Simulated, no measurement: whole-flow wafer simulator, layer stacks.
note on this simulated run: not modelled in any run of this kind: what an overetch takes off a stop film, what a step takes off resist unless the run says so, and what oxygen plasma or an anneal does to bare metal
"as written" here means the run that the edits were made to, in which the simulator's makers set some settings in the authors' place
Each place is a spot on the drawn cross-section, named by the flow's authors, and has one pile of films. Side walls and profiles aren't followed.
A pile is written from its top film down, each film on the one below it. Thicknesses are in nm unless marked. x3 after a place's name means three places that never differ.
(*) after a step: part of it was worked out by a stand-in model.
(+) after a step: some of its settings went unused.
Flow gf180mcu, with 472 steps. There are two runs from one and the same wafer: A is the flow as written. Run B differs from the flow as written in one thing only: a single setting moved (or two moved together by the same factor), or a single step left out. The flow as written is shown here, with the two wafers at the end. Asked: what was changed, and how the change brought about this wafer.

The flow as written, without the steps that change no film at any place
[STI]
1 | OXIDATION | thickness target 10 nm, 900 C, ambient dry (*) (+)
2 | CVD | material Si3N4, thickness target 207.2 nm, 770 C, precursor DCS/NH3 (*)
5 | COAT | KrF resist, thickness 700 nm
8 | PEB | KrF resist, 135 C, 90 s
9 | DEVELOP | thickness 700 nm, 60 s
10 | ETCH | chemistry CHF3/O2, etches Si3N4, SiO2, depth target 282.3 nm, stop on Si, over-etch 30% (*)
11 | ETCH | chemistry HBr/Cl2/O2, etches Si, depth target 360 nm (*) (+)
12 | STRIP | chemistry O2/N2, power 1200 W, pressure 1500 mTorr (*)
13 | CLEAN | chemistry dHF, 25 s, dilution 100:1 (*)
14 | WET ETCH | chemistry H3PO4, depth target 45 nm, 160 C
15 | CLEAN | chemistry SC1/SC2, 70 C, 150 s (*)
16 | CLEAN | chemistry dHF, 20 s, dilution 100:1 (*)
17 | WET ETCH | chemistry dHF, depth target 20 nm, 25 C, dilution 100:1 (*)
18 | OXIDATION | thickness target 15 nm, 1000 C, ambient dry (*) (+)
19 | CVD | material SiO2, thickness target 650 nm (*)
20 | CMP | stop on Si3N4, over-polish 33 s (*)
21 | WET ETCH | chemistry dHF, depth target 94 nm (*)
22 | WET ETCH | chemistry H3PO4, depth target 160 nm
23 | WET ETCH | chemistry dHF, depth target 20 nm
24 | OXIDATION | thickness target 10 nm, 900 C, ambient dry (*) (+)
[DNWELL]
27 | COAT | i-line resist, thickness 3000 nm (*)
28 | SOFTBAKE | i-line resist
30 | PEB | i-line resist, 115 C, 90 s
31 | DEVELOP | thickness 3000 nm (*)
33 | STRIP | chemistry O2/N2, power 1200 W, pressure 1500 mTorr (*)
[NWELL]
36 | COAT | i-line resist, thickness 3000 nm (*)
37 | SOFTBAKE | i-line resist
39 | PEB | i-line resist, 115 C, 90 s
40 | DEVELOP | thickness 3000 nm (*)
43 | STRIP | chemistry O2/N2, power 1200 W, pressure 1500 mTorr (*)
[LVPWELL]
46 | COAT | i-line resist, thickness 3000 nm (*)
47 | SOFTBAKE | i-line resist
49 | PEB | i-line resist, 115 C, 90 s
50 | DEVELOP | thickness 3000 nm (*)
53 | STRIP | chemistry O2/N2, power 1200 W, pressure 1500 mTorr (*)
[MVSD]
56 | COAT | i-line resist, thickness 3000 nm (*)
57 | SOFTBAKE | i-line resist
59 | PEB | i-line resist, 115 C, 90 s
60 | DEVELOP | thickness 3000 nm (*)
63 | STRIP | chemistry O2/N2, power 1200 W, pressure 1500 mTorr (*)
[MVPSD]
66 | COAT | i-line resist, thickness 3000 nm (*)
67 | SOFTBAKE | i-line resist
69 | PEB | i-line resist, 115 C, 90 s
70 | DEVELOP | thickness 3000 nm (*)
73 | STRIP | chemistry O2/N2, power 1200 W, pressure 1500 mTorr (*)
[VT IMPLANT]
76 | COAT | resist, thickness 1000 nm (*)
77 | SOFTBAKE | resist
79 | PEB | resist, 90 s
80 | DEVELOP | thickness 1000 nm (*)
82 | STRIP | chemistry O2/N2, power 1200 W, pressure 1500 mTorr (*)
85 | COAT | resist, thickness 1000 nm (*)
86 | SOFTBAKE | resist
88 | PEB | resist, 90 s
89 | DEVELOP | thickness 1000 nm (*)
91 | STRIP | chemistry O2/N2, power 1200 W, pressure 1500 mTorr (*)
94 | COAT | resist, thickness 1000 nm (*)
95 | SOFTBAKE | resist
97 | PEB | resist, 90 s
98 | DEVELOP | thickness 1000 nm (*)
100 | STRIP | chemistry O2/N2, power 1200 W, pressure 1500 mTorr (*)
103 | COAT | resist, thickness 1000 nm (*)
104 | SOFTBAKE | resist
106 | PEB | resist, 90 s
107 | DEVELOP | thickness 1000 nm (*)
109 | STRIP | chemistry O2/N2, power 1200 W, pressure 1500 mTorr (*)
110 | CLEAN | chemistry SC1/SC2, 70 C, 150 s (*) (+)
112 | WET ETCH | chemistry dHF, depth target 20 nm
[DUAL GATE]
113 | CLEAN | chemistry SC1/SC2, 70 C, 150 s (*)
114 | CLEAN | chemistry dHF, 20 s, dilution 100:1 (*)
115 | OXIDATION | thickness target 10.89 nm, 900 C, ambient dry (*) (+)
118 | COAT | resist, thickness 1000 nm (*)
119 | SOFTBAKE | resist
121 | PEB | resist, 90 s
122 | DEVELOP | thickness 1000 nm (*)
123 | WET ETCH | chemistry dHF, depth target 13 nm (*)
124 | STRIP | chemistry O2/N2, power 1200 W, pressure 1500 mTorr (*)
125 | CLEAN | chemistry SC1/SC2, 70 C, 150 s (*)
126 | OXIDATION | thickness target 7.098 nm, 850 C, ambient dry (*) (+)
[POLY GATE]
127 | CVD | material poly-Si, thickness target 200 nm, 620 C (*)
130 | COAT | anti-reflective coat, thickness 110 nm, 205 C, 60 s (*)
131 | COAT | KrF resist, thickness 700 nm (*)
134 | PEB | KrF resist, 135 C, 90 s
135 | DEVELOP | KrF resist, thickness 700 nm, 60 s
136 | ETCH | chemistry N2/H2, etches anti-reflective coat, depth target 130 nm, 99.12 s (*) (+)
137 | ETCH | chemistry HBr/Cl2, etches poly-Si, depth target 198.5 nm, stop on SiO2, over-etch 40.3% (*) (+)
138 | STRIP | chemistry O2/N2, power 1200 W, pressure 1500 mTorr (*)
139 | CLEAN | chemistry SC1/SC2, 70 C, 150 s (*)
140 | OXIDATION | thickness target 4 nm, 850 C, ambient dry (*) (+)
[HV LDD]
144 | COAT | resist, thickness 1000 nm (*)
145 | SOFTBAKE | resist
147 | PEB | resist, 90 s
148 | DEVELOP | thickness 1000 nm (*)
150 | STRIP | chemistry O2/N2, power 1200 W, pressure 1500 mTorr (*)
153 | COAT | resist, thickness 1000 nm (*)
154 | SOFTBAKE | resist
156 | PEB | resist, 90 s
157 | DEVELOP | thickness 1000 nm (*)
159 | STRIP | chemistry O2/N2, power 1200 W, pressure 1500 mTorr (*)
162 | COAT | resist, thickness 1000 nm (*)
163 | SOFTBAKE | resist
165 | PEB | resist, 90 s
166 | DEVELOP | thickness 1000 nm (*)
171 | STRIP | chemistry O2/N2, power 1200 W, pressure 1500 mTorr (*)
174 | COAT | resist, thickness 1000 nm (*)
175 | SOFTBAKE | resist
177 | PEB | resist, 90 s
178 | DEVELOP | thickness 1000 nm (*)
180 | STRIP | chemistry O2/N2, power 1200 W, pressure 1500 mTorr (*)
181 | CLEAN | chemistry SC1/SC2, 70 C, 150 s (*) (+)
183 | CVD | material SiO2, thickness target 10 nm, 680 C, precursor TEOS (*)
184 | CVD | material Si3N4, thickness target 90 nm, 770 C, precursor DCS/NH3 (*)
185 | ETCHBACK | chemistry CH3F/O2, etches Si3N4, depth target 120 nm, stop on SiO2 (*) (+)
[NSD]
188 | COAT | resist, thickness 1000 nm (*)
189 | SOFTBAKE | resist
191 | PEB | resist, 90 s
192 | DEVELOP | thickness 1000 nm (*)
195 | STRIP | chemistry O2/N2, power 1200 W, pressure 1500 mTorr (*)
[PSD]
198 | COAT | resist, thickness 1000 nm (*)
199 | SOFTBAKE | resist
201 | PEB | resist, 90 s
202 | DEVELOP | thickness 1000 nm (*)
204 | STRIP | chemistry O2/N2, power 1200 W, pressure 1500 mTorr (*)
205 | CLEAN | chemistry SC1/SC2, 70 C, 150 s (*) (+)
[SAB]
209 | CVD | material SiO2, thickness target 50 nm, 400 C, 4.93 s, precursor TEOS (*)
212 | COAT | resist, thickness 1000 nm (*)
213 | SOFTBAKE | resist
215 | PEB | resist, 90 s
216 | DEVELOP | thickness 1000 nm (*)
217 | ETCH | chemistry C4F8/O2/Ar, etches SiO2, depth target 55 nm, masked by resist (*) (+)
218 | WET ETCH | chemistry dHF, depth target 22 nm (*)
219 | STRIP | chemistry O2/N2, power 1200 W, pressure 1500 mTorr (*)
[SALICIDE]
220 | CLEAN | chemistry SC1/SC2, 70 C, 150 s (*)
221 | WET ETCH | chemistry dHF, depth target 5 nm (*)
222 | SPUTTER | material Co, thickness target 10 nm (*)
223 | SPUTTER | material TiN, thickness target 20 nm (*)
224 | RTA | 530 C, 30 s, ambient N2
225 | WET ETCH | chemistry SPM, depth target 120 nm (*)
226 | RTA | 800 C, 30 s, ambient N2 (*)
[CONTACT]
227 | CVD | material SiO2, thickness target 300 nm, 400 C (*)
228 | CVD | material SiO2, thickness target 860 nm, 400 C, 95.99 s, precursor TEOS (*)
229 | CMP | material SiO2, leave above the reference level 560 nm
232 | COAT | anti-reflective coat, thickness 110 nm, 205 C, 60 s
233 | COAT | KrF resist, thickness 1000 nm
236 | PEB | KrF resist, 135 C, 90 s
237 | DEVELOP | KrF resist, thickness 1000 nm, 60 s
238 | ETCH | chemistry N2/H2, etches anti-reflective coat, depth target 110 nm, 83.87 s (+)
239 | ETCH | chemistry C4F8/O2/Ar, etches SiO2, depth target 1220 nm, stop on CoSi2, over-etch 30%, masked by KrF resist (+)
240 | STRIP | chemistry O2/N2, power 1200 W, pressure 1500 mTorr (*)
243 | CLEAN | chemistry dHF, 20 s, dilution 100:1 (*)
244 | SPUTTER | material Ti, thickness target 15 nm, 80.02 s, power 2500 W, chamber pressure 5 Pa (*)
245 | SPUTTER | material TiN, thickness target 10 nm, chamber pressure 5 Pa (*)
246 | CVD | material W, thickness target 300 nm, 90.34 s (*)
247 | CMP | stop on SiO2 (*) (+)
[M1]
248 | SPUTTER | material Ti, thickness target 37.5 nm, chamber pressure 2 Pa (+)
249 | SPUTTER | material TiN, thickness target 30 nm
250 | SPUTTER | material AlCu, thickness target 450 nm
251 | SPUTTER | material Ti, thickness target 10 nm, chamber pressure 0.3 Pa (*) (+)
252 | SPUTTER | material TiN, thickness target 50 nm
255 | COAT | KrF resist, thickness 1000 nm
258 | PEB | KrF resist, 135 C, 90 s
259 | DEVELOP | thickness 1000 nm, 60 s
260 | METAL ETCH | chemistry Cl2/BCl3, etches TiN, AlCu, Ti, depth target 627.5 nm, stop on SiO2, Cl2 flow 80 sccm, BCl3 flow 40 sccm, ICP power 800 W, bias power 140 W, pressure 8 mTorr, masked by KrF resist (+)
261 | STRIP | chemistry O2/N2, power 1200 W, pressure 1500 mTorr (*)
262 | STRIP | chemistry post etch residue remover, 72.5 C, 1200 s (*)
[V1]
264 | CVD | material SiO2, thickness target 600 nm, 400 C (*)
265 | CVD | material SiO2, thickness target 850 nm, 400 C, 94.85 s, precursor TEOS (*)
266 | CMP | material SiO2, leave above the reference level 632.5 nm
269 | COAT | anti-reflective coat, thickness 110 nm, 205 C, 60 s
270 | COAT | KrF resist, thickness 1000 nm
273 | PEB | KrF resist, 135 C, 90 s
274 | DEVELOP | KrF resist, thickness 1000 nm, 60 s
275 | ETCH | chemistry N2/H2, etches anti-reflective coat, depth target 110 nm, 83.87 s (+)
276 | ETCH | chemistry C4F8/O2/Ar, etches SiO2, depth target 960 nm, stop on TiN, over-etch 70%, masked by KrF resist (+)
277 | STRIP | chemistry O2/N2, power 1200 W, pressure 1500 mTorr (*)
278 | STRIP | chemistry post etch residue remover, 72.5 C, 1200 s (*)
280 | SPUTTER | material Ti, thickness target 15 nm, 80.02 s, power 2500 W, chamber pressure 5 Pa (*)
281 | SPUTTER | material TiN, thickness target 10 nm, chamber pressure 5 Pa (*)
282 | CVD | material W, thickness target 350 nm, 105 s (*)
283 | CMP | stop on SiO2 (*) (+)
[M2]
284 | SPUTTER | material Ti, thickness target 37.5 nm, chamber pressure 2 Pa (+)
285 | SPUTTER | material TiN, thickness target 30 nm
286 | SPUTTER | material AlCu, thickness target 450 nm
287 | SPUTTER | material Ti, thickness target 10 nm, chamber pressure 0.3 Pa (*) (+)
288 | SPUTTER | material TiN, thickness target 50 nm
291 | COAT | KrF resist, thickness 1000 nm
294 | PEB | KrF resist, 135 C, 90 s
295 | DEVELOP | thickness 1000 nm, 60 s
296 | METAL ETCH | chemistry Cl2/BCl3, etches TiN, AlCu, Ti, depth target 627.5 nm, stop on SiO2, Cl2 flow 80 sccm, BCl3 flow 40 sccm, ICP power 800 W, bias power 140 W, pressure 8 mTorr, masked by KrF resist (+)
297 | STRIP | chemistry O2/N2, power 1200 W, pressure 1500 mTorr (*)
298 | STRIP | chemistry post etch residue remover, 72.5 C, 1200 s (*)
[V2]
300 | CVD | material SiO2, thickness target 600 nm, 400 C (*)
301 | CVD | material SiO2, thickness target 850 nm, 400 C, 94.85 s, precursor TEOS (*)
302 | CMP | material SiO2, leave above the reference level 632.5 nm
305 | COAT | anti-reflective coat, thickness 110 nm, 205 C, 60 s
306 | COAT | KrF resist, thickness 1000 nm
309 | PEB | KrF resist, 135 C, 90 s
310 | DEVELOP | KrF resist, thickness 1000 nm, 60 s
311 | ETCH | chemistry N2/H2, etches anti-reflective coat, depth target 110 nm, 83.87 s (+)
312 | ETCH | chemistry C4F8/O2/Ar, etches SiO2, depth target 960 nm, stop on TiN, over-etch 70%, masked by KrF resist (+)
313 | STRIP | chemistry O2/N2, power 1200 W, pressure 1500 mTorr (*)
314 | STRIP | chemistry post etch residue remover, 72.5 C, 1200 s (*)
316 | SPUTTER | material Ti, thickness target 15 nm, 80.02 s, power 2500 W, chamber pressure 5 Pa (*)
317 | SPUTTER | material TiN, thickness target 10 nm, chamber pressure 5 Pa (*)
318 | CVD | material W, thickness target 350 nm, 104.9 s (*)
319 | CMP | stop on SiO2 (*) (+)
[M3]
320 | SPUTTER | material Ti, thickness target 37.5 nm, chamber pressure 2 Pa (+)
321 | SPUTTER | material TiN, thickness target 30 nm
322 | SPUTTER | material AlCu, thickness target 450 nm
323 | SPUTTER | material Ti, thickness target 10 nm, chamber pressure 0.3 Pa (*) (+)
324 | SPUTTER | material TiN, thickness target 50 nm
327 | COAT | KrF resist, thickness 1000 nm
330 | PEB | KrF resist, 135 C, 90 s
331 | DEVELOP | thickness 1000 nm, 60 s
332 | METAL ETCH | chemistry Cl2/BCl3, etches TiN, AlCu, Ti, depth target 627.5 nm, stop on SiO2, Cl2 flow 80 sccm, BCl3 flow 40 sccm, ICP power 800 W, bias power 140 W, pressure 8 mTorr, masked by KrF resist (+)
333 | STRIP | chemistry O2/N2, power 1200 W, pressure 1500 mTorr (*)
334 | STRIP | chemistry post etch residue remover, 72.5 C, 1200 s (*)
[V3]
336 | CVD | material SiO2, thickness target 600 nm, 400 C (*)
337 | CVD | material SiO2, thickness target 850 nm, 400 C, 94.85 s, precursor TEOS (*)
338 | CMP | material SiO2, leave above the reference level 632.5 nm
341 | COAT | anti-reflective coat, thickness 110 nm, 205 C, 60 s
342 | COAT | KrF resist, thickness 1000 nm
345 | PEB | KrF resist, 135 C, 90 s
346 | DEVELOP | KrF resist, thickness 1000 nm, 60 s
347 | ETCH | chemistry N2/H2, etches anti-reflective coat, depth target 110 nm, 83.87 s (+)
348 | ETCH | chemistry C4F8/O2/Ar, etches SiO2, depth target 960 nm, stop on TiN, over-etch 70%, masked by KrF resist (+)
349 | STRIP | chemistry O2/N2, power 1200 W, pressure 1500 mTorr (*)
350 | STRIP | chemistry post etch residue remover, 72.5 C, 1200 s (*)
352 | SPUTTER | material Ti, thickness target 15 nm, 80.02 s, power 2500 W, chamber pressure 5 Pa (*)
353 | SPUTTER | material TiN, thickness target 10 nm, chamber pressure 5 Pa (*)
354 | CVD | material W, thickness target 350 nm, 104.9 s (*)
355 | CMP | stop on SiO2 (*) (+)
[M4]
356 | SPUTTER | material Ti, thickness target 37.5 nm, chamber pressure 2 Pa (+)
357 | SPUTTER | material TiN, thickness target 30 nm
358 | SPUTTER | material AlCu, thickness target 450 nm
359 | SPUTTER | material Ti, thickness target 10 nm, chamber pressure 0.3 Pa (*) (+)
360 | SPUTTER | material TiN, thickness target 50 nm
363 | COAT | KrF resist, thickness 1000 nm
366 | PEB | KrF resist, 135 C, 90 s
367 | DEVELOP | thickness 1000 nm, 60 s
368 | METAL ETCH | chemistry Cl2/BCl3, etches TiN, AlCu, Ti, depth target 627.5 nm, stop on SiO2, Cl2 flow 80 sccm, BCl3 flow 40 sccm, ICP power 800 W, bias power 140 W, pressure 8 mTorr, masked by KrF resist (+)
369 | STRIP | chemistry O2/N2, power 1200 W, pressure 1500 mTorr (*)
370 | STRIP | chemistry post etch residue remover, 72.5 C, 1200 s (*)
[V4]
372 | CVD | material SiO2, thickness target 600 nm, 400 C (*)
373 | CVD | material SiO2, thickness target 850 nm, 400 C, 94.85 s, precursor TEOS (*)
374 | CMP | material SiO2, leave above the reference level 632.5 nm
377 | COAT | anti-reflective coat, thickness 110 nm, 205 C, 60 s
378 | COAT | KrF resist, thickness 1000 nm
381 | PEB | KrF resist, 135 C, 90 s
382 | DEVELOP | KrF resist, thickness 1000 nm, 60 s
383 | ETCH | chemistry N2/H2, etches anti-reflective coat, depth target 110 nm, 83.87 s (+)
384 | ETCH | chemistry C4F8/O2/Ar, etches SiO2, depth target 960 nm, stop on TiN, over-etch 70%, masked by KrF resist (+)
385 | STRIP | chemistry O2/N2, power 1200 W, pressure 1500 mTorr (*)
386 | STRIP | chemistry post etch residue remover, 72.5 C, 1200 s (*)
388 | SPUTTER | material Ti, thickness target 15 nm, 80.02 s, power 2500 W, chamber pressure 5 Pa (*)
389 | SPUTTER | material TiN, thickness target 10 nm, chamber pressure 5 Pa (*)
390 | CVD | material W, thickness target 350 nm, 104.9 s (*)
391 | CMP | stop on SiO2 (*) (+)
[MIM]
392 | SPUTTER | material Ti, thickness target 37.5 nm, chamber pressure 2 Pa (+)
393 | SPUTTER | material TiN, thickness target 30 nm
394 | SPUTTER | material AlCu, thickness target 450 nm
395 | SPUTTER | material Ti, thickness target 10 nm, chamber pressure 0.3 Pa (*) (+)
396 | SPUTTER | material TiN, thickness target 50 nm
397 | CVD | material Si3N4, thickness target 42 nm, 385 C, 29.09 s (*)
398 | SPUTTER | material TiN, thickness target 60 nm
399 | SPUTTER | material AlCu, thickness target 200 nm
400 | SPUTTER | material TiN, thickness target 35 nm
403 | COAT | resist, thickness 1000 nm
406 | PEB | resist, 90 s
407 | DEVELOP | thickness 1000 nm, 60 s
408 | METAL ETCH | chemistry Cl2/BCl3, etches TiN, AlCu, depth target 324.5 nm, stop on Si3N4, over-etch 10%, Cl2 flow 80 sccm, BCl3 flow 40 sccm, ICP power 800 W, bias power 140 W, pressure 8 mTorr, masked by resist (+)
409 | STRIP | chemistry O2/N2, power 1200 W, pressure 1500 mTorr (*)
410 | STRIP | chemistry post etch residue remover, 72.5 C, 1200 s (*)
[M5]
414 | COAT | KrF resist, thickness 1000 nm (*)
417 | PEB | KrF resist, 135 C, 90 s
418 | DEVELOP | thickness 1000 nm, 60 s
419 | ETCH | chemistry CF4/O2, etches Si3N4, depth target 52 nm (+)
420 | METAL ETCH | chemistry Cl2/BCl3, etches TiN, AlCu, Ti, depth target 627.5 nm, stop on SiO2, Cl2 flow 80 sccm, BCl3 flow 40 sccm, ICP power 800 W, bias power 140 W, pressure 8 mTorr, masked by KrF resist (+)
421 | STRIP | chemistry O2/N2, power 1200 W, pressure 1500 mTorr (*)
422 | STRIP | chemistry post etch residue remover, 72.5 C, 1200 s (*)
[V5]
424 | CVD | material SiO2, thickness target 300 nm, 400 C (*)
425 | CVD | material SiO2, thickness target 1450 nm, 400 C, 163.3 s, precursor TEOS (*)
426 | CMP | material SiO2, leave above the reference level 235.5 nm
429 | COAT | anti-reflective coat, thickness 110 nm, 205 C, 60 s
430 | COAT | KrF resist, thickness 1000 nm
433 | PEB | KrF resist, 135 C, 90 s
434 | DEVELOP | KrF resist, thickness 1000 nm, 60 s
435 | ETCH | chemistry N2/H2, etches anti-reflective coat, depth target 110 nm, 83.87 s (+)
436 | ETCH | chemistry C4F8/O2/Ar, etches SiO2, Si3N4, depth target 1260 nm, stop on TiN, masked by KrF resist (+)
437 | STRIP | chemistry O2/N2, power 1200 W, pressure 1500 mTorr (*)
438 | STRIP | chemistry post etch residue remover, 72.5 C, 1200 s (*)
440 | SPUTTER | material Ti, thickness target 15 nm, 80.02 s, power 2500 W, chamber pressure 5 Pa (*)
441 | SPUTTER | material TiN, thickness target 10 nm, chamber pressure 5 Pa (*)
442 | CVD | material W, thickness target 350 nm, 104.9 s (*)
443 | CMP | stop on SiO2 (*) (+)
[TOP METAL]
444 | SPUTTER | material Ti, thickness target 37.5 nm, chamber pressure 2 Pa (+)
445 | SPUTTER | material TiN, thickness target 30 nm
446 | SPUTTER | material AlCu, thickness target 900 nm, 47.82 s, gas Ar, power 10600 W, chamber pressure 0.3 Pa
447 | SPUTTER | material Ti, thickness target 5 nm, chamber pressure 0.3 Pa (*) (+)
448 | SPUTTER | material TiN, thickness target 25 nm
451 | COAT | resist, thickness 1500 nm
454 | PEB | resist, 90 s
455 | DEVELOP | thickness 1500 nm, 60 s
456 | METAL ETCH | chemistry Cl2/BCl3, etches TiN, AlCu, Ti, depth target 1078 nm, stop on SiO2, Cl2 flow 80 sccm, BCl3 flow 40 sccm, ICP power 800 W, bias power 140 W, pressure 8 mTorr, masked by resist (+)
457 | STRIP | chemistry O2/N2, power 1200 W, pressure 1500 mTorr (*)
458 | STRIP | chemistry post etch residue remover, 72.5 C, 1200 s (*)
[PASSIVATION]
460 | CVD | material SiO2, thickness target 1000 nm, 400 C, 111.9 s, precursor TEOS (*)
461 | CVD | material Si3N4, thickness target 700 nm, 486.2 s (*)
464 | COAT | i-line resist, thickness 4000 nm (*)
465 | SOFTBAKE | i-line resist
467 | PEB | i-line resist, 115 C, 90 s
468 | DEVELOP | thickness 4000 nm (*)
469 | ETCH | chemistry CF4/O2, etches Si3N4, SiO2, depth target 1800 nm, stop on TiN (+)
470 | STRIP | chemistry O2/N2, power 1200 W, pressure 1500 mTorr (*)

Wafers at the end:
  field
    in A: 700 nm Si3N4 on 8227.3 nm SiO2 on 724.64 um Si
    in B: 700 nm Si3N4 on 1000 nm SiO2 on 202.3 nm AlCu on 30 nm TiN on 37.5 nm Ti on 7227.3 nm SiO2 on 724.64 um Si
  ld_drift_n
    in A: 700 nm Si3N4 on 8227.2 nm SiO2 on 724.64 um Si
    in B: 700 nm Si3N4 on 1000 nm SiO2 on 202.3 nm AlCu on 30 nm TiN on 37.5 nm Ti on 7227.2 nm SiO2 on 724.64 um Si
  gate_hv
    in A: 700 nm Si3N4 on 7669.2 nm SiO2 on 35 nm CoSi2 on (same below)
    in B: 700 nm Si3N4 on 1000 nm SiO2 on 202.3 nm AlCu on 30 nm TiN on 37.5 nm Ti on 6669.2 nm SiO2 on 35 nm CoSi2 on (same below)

Cause: step 456, METAL ETCH: depth target 722 nm was run, while the flow as written has depth target 1078 nm.

How this came from the change, step by step:
  456 | METAL ETCH | chemistry Cl2/BCl3, etches TiN, AlCu, Ti, depth target 1078 nm, stop on SiO2, Cl2 flow 80 sccm, BCl3 flow 40 sccm, ICP power 800 W, bias power 140 W, pressure 8 mTorr, masked by resist (+)
      field, field__w1, field__w2 and 103 more: A -25 TiN (all of it), -5 Ti (all of it), -900 AlCu (all of it), -30 TiN (all of it), -37.5 Ti (all of it) | B -25 TiN (all of it), -5 Ti (all of it), -692 AlCu
      field__w8, contact, m1, m1__w1, pad, m1_nw: A -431 resist | B -288.8 resist
  457 | STRIP | chemistry O2/N2, power 1200 W, pressure 1500 mTorr (*)
      field__w8, contact, m1, m1__w1, pad, m1_nw: A -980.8 resist (all of it) | B -1123 resist (all of it)
  458 | STRIP | chemistry post etch residue remover, 72.5 C, 1200 s (*)
      field, field__w1, field__w2 and 103 more: A nothing | B -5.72 AlCu
  460 | CVD | material SiO2, thickness target 1000 nm, 400 C, 111.9 s, precursor TEOS (*)
      field, field__w1, field__w2 and 103 more: A +1000 SiO2 | B +1000 SiO2 (new film)
  464 | COAT | i-line resist, thickness 4000 nm (*)
      field__w8: A +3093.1 i-line resist (new film) | B +3332.9 i-line resist (new film)
      contact: A +3153.6 i-line resist (new film) | B +3369.1 i-line resist (new film)
      (as well as at 4 more places)
  465 | SOFTBAKE | i-line resist
      field: A -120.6 i-line resist | B -78.9 i-line resist
      field__w1: A -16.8 i-line resist | B -12.3 i-line resist
      (as well as at 67 more places)
  467 | PEB | i-line resist, 115 C, 90 s
      field__w8, m1__w1: A -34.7 i-line resist | B -39 i-line resist
      contact: A -35.1 i-line resist | B -39.2 i-line resist
      (as well as at 3 more places)
  468 | DEVELOP | thickness 4000 nm (*)
      pad: A -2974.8 i-line resist (all of it) | B -3238.2 i-line resist (all of it)
  470 | STRIP | chemistry O2/N2, power 1200 W, pressure 1500 mTorr (*)
      field__w8: A -1787.7 i-line resist (all of it) | B -2047.7 i-line resist (all of it)
      contact: A -1811.2 i-line resist (all of it) | B -2062.2 i-line resist (all of it)
      (as well as at 3 more places)
If metal films that touch count as one body, field has 1 body; the flow as written gives 0 bodies.
If metal films that touch count as one body, ld_drift_n has 1 body; the flow as written gives 0 bodies.
If metal films that touch count as one body, gate_hv has 2 bodies (between them, from the top down: SiO2 6669.2); the flow as written gives 1 body.
